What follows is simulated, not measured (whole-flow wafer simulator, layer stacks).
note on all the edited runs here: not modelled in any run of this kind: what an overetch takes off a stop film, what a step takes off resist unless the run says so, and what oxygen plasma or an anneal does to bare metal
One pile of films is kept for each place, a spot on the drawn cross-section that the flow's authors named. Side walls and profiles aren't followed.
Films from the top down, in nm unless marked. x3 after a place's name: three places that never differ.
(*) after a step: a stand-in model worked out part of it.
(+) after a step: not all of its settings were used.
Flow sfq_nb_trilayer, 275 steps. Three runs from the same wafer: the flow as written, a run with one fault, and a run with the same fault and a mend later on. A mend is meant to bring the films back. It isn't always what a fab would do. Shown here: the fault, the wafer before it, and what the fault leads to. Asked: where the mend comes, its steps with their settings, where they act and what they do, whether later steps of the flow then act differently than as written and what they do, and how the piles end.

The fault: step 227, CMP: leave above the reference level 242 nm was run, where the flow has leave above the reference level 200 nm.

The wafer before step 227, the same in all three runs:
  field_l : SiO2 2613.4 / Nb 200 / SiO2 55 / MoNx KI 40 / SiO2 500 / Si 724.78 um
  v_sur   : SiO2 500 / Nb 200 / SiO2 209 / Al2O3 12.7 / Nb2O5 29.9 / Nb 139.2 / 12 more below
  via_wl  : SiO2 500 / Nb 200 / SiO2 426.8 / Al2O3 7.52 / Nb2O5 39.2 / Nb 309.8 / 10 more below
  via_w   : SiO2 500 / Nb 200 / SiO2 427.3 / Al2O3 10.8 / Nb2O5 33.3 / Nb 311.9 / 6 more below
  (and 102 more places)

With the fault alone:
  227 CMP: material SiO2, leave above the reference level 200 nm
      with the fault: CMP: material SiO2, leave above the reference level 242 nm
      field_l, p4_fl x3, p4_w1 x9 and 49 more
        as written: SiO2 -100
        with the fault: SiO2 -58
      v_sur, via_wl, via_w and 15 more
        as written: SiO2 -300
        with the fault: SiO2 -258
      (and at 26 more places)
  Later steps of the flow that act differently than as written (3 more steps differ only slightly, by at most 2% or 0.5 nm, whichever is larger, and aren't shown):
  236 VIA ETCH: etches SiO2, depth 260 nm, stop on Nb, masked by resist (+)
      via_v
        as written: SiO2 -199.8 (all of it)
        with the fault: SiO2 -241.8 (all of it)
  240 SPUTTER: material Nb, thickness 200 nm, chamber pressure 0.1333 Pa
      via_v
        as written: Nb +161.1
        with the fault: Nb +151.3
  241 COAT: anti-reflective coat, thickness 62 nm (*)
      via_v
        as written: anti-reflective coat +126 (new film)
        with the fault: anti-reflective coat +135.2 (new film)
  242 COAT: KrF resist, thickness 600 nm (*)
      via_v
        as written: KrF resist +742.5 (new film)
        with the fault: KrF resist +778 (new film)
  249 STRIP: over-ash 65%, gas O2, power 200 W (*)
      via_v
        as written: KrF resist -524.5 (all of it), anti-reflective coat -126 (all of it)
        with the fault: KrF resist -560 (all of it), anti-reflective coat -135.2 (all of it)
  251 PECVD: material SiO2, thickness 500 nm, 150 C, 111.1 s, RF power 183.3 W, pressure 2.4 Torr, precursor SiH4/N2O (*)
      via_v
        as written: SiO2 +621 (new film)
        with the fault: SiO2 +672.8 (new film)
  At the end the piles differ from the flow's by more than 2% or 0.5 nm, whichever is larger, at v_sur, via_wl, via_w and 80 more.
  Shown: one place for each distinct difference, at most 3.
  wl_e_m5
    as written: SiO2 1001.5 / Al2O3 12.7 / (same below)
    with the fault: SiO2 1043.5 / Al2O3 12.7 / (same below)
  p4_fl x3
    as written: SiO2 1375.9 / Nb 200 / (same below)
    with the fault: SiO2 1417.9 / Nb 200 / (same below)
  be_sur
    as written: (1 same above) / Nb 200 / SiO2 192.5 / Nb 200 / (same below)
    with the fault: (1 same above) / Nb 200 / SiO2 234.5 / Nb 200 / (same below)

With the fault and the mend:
  The mend comes after step 228.
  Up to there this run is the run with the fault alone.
  228a CMP: material SiO2, leave above the reference level 200 nm (the flow's step 227 once more)
      field_l, v_sur, via_wl and 103 more
        SiO2 -42
  No later step of the flow acts differently than as written at any place that is followed.
  At the end the piles are the same as the flow's at every place that both follow.
